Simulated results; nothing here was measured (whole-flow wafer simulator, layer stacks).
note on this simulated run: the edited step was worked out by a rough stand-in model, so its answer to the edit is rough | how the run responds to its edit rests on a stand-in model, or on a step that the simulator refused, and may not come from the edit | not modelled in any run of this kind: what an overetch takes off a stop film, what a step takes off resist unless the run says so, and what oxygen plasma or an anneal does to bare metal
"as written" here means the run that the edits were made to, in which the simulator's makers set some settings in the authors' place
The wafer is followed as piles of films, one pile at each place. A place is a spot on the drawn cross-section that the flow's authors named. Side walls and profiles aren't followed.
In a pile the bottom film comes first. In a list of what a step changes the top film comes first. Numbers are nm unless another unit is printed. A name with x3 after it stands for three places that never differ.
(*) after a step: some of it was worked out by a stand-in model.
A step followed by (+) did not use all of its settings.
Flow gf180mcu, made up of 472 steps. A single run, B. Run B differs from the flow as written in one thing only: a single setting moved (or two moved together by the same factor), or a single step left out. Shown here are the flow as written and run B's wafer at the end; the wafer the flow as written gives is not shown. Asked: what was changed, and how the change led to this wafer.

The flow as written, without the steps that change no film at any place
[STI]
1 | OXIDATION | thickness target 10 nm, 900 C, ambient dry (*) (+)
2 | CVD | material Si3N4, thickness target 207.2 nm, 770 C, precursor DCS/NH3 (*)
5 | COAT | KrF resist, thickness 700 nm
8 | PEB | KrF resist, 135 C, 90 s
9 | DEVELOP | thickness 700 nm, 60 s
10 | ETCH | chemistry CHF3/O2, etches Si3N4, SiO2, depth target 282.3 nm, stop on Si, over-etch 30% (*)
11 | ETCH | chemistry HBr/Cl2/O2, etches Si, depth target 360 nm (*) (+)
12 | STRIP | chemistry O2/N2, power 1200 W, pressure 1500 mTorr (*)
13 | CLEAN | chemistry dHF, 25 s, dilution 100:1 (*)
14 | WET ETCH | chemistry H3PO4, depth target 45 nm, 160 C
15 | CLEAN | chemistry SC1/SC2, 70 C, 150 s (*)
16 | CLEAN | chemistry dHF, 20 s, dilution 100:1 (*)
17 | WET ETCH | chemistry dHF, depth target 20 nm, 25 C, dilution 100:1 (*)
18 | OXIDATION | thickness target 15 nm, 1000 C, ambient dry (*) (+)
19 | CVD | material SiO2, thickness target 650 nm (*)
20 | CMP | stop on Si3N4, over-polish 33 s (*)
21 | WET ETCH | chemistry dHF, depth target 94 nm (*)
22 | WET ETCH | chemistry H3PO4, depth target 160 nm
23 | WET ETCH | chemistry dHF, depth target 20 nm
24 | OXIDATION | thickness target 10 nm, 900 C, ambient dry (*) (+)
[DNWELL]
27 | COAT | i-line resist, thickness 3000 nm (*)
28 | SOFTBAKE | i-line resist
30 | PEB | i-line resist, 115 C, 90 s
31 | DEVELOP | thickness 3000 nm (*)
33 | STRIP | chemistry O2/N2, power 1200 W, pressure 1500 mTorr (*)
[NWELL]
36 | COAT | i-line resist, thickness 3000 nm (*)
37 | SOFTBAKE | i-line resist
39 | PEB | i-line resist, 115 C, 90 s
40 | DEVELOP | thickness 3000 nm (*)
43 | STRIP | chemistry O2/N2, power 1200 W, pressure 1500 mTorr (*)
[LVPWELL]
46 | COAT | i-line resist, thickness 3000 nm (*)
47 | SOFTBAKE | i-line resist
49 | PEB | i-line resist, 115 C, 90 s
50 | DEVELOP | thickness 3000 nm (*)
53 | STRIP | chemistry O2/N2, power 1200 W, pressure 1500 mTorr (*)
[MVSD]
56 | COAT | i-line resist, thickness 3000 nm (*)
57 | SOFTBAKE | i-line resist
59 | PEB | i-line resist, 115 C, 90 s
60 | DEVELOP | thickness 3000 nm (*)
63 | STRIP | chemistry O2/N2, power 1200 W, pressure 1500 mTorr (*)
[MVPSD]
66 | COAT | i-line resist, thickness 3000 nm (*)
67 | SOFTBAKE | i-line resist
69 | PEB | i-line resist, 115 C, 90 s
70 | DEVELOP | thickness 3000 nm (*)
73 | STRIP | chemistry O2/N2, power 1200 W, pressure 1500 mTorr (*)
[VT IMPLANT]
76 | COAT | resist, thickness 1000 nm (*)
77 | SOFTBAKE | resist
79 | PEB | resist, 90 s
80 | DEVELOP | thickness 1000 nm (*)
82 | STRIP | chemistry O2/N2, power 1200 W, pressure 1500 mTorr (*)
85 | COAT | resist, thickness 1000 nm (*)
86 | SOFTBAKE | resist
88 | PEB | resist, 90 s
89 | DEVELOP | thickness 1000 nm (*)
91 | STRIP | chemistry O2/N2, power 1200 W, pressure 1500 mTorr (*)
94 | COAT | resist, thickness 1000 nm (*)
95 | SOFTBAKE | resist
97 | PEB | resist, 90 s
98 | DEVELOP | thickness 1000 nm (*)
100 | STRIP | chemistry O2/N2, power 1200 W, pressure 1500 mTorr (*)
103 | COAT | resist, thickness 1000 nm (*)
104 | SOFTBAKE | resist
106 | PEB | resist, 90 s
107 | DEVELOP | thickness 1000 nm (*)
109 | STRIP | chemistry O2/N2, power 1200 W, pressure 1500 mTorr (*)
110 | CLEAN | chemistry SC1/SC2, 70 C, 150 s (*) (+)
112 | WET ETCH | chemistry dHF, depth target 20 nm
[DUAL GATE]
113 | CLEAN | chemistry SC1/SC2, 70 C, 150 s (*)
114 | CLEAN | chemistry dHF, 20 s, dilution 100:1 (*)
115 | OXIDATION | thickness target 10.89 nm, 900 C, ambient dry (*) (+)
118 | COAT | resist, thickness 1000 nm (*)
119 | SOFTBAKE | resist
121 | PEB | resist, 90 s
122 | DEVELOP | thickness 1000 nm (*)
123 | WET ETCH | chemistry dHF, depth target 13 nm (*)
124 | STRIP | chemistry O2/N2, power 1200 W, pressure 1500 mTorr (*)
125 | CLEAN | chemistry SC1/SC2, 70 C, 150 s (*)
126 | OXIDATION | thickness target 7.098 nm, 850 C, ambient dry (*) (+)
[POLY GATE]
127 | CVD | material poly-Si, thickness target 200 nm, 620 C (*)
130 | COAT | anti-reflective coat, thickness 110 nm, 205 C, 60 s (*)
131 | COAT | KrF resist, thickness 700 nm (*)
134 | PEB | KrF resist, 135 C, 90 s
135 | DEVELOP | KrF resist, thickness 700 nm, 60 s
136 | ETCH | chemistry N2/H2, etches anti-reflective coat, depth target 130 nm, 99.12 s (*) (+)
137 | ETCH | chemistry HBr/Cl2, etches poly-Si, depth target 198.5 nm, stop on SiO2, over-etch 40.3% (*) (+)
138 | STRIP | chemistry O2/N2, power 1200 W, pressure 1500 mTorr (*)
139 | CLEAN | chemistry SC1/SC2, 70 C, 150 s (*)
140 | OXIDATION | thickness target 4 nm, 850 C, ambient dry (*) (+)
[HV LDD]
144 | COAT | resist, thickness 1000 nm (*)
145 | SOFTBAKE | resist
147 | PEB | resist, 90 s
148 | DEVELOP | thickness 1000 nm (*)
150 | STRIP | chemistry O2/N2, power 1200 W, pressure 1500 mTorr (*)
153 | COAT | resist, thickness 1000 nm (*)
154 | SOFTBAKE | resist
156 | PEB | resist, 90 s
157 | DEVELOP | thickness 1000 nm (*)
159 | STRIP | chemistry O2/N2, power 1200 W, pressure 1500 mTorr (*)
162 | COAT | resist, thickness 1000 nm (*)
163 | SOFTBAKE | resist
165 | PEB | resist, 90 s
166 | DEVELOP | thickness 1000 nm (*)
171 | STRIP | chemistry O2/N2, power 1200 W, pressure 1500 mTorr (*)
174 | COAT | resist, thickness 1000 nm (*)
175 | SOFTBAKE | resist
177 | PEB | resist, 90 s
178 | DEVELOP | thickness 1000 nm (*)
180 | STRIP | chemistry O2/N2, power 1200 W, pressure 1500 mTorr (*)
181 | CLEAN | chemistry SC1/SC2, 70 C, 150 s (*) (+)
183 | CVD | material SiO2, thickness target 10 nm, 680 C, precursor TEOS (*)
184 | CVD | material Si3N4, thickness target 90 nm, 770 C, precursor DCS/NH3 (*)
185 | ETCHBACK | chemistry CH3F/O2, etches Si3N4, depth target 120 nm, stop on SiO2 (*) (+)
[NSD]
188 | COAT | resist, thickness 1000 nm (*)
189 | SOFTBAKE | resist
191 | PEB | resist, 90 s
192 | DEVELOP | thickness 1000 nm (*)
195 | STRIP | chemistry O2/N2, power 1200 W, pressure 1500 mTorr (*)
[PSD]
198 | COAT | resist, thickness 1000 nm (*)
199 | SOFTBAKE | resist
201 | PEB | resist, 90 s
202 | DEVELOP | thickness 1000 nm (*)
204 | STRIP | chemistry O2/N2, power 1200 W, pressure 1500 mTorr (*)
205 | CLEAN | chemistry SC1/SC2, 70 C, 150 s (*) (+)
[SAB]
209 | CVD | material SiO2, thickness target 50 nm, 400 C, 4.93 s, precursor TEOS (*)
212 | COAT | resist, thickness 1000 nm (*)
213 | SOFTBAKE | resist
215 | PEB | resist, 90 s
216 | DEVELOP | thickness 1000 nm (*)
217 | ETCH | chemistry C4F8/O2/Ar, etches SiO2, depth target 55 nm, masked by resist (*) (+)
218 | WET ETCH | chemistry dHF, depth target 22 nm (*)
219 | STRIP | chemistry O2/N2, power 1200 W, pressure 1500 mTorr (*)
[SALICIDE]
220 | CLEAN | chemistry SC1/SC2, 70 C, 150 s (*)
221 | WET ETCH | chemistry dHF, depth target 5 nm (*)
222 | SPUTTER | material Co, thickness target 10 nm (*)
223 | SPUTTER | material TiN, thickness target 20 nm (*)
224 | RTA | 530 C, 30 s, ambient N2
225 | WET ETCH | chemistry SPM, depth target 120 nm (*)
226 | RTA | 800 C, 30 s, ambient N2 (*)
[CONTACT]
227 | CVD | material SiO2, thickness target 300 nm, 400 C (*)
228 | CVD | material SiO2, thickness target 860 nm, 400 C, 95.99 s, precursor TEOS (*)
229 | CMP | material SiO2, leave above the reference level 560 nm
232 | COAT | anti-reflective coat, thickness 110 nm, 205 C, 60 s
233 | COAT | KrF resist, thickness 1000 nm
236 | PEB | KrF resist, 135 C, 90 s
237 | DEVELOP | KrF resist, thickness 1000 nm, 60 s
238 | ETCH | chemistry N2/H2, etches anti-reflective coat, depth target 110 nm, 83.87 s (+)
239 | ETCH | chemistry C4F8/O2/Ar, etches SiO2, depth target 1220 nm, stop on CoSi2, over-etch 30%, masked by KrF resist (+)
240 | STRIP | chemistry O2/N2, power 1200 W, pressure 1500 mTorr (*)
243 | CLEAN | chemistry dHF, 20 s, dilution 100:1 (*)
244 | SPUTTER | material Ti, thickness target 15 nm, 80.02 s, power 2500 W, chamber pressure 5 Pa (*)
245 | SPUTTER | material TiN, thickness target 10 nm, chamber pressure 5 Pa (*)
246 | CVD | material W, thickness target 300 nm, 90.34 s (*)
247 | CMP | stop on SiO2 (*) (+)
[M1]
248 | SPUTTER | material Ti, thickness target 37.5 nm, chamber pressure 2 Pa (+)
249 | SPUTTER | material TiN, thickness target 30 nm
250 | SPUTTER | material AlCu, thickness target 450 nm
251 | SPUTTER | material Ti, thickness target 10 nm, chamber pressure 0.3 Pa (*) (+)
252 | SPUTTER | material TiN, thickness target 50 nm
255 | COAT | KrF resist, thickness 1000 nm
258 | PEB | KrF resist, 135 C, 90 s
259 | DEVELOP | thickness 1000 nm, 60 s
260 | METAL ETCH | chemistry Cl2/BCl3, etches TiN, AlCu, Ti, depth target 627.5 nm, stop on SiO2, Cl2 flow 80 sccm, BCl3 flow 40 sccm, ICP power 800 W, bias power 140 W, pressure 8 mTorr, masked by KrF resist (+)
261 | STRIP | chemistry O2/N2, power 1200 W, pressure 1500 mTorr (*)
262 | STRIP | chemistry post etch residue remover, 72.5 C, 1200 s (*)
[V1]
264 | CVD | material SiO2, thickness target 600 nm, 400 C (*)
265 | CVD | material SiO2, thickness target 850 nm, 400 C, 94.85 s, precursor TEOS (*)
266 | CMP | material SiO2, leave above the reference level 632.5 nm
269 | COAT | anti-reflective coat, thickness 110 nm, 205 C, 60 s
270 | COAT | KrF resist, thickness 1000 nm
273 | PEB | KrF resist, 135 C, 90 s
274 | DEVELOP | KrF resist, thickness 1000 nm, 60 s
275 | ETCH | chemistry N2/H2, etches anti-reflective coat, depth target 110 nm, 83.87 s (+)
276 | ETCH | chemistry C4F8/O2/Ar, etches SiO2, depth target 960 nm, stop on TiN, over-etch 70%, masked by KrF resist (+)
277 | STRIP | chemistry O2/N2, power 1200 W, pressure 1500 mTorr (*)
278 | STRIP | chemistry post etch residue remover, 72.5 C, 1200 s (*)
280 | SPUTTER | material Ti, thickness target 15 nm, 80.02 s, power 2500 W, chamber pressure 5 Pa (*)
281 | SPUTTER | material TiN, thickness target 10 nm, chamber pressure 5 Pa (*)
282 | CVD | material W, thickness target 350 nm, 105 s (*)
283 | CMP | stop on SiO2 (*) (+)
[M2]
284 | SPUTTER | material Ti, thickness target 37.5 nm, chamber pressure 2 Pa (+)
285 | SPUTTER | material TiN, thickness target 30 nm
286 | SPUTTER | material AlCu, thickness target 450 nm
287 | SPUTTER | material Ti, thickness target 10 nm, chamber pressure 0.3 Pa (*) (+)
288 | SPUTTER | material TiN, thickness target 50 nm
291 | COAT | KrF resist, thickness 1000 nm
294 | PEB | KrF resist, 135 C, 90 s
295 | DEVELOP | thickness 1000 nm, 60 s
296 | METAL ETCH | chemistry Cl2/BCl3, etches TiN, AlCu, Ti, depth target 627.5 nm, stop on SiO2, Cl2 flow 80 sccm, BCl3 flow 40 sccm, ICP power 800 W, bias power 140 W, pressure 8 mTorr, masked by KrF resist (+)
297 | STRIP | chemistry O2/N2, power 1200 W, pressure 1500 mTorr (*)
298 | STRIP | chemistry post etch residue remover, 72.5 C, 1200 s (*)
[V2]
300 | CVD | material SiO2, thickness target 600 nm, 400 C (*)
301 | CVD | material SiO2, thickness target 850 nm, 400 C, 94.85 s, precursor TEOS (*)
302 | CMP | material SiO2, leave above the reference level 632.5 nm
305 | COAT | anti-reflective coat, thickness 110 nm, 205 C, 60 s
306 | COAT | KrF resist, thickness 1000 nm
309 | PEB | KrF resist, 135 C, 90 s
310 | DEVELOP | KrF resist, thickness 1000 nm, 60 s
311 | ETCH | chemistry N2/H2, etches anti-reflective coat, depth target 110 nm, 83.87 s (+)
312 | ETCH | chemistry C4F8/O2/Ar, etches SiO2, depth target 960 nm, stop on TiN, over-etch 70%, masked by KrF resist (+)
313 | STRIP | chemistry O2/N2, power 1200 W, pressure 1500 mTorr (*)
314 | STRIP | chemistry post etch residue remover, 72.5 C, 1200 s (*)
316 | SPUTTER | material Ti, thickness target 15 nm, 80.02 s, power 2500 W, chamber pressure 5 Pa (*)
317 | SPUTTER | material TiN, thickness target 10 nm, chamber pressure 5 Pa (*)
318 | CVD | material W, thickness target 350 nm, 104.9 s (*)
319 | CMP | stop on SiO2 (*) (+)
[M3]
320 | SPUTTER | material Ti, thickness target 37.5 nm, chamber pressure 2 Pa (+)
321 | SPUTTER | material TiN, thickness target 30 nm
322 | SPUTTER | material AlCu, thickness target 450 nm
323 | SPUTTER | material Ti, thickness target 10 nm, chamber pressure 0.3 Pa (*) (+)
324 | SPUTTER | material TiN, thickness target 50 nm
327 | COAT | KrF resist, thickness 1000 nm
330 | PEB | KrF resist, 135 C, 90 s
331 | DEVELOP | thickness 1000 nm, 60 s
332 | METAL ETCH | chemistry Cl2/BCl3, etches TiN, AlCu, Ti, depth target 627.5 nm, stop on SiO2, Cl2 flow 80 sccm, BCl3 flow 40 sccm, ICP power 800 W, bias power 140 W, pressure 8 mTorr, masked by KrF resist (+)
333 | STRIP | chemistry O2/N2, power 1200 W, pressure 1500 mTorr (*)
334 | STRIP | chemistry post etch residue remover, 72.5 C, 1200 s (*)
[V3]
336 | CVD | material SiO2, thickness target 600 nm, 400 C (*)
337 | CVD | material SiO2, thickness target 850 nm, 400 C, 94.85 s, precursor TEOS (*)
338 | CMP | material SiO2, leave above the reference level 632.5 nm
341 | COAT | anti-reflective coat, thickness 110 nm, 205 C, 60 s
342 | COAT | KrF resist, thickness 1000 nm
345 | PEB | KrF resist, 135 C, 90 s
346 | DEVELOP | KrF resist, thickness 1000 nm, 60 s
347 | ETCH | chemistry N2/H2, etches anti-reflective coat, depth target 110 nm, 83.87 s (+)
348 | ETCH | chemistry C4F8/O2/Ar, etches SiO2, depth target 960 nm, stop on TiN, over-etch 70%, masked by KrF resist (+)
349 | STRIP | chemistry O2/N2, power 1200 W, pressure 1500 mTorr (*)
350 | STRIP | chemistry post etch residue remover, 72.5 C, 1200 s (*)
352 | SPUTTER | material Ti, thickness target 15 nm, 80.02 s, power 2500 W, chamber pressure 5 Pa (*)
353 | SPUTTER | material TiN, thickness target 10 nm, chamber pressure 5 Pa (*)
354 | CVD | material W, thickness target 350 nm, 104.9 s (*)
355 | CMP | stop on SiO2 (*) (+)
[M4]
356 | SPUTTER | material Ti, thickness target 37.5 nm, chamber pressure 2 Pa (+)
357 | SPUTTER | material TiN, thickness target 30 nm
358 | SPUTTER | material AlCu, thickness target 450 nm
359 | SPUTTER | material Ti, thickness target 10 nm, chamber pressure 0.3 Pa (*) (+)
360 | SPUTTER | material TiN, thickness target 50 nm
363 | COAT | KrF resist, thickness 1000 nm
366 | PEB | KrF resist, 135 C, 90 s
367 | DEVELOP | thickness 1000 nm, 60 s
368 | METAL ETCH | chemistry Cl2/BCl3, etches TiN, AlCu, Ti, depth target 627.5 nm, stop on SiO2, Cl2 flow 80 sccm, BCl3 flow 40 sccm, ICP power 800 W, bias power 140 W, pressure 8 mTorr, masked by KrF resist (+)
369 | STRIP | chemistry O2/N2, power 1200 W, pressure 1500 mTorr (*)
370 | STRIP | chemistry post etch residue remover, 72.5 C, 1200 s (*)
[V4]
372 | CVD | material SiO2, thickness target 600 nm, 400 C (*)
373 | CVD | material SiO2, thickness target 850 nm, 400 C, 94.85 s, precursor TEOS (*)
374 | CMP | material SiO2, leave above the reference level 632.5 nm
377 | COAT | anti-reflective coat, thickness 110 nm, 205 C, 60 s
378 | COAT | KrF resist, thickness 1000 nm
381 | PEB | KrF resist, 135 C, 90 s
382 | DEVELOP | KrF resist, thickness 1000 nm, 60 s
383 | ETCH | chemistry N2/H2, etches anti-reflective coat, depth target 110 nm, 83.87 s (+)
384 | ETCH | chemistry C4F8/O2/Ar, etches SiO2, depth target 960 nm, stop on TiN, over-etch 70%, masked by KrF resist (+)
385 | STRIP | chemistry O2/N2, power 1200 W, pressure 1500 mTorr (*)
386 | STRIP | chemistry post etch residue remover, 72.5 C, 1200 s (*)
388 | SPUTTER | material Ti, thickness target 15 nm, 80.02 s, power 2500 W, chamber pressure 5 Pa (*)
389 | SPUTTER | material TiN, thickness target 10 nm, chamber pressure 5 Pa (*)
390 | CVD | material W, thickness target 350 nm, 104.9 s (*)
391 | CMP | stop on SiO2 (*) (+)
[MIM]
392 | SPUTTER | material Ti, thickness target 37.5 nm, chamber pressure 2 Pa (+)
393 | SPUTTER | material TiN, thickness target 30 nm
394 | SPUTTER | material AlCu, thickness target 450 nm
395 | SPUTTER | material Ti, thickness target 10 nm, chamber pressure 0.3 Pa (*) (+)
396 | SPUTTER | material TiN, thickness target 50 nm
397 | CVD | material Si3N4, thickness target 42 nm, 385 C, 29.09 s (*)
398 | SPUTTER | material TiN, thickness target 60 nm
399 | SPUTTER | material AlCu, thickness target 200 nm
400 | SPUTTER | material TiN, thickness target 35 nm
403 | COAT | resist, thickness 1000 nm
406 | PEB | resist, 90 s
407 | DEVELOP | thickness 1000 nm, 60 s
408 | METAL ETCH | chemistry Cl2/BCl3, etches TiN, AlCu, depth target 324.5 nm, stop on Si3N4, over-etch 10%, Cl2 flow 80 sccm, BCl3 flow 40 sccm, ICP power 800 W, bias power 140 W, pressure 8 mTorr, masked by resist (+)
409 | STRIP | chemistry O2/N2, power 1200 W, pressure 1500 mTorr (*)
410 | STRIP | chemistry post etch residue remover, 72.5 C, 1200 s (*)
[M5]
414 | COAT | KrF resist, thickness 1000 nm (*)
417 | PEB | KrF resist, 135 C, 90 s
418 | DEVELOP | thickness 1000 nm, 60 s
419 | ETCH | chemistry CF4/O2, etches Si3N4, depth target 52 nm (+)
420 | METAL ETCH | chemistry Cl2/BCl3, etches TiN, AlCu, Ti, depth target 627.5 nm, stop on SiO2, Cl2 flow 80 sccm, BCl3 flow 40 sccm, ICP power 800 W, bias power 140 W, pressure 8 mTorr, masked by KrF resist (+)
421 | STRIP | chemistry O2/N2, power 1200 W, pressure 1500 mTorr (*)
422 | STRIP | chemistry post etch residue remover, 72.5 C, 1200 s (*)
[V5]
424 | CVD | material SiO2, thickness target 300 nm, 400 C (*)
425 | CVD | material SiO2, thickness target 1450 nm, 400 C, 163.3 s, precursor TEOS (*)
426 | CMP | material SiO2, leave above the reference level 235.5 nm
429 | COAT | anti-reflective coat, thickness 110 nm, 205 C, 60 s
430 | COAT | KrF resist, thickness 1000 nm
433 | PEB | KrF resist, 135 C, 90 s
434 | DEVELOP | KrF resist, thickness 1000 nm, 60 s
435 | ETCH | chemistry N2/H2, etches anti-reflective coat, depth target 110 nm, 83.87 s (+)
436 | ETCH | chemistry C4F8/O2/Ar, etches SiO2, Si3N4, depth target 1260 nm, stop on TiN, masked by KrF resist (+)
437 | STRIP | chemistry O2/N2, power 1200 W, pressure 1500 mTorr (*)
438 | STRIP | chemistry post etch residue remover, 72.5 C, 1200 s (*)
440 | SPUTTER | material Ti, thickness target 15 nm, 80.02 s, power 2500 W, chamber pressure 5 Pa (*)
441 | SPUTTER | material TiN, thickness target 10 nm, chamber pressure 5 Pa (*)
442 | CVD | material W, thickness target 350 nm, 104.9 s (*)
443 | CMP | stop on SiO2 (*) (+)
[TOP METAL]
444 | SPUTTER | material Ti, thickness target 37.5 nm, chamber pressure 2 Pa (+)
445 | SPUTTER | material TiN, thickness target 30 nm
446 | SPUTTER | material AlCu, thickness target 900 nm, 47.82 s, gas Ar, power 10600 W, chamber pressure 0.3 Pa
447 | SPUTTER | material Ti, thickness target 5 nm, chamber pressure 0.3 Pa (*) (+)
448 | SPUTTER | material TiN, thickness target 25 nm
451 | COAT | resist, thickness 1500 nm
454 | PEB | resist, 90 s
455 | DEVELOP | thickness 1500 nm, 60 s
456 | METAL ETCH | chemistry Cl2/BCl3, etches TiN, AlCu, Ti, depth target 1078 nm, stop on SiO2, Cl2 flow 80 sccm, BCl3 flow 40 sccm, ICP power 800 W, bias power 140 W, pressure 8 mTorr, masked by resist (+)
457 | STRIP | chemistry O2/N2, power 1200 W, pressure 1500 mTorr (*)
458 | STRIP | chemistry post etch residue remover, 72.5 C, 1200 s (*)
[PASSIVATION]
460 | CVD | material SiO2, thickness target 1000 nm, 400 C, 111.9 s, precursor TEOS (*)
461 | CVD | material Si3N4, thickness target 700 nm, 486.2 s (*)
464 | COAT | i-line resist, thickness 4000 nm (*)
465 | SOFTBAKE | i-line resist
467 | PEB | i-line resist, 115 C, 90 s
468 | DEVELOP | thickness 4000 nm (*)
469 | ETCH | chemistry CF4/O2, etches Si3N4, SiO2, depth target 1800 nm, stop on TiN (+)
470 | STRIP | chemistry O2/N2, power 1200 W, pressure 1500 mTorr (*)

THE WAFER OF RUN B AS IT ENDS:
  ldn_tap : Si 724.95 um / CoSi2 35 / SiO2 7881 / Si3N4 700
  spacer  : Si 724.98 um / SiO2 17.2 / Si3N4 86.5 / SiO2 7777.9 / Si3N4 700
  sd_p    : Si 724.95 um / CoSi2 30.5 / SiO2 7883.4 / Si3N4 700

What caused this: step 209, CVD: thickness target 75 nm was run, though the flow has thickness target 50 nm.

How this came from the change, step by step:
  209 | CVD | material SiO2, thickness target 50 nm, 400 C, 4.93 s, precursor TEOS (*)
      field, field__w7, field__w8 and 73 more: SiO2 gains 75 (as written it would have been: SiO2 gains 50)
      field_sub__w1, field_sub__w3, field_sub__w4, field_sub__w5, ld_drift_n, nplus_u: SiO2 gains 73.4 (as written it would have been: SiO2 gains 48.9)
      (also at 27 further places)
  217 | ETCH | chemistry C4F8/O2/Ar, etches SiO2, depth target 55 nm, masked by resist (*) (+)
      spacer: SiO2 loses 55 (as written it would have been: SiO2 loses 50 (all of it), Si3N4 loses 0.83)
  218 | WET ETCH | chemistry dHF, depth target 22 nm (*)
      ldn_tap, ldn_src, ldn_drn, ldp_tap, ldp_src, ldp_drn, ldp_gr: SiO2 loses 38.7 (as written it would have been: SiO2 loses 16 (all of it))
      ld_drn_n, ld_sd_p: SiO2 loses 37.3 (as written it would have been: SiO2 loses 14.8 (all of it))
      (also at 91 further places)
  219 | STRIP | chemistry O2/N2, power 1200 W, pressure 1500 mTorr (*)
      active_hv, active_nat, ld_sd_n and 11 more: nothing (as written it would have been: chemical SiO2 gains 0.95 (new film), Si loses 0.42)
  221 | WET ETCH | chemistry dHF, depth target 5 nm (*)
      ldn_tap, ldp_src, ldp_drn, ldp_gr: SiO2 loses 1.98 (all of it) (as written it would have been: chemical SiO2 loses 0.76 (all of it))
      ldn_src, ldn_drn, ldp_tap: SiO2 loses 1.97 (all of it) (as written it would have been: chemical SiO2 loses 0.76 (all of it))
      (also at 7 further places)
  223 | SPUTTER | material TiN, thickness target 20 nm (*)
      field__w12: TiN gains 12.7 (new film) (as written it would have been: TiN gains 12 (new film))
      sd_p: TiN gains 17.1 (new film) (as written it would have been: TiN gains 17.9 (new film))
      (also at 1 further place)
  224 | RTA | 530 C, 30 s, ambient N2
      sd_p: under 1 film: CoSi gains 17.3 (new film), Co loses 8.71 (all of it), Si loses 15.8 (as written it would have been: under 1 film: CoSi gains 18.1 (new film), Co loses 9.08 (all of it), Si loses 16.5)
  225 | WET ETCH | chemistry SPM, depth target 120 nm (*)
      field__w12: TiN loses 12.7 (all of it), Co loses 6.45 (all of it) (as written it would have been: TiN loses 12 (all of it), Co loses 6.15 (all of it))
      sd_p: TiN loses 17.1 (all of it) (as written it would have been: TiN loses 17.9 (all of it))
      (also at 1 further place)
  226 | RTA | 800 C, 30 s, ambient N2 (*)
      sd_p: CoSi2 gains 30.5 (new film), CoSi loses 17.3 (all of it), Si loses 15.8 (as written it would have been: CoSi2 gains 31.8 (new film), CoSi loses 18.1 (all of it), Si loses 16.5)
  229 | CMP | material SiO2, leave above the reference level 560 nm
      ldn_sep__w1, ldn_sep__w2, ldn_dft and 8 more: SiO2 loses 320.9 (as written it would have been: SiO2 loses 311.1)
      sti, mim_1p0, pad, dice_street, iso_nw_fld, iso_fld_sub: SiO2 loses 306.7 (as written it would have been: SiO2 loses 297)
      (also at 44 further places)
